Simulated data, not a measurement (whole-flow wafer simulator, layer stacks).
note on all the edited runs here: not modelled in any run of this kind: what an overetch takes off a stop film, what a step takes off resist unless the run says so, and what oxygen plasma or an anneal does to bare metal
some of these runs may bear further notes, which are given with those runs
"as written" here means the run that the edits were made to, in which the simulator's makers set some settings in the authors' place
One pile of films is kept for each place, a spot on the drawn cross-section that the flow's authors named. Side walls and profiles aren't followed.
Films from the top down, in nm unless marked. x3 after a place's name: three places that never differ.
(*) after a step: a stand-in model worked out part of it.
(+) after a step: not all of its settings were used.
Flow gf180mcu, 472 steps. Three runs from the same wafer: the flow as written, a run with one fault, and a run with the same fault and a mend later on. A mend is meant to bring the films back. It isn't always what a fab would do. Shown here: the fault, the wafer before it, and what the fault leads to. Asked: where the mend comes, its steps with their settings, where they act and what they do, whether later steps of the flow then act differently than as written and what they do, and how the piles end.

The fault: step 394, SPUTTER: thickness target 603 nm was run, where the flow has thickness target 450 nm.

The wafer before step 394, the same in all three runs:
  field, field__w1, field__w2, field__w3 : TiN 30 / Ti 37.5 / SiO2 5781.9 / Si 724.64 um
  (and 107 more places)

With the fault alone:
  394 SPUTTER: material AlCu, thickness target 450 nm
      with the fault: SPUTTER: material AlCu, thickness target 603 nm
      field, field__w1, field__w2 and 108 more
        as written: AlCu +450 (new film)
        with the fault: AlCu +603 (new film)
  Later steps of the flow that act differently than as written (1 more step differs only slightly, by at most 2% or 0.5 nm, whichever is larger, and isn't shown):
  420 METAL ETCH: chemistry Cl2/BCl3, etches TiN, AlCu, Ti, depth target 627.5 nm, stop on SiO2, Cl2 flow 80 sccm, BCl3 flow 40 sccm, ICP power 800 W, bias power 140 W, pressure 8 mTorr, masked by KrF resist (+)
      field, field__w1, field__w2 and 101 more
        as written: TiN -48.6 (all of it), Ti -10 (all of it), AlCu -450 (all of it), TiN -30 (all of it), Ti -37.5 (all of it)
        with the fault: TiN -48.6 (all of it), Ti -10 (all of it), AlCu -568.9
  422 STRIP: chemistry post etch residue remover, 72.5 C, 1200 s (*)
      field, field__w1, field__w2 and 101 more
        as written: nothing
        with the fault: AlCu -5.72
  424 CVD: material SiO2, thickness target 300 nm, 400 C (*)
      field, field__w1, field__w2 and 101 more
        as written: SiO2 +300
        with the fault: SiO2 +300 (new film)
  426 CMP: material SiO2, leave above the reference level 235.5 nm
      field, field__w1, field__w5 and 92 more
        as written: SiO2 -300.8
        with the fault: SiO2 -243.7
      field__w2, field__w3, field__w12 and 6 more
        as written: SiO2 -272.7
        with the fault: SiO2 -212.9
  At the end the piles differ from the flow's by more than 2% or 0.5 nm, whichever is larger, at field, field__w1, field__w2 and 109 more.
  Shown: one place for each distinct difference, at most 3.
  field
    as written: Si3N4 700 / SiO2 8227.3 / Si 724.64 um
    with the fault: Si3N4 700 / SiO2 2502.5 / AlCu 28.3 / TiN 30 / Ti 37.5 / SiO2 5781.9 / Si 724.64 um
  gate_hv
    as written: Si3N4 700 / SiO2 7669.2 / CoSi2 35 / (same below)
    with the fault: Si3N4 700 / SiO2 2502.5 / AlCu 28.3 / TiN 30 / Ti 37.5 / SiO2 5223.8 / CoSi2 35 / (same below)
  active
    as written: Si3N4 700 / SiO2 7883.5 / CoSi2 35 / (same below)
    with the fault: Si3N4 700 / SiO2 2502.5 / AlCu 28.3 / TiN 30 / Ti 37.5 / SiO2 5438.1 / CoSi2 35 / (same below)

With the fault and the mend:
  The mend comes after step 394.
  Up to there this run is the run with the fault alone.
  394a METAL ETCH: chemistry Cl2/BCl3, etches TiN, AlCu, Ti, depth target 153 nm, Cl2 flow 80 sccm, BCl3 flow 40 sccm, ICP power 800 W, bias power 140 W, pressure 8 mTorr (the flow's step 260 once more, with other settings)
      field, field__w1, field__w2 and 108 more
        AlCu -153
  No later step of the flow acts differently than as written at any place that is followed.
  At the end the piles are the same as the flow's at every place that both follow.
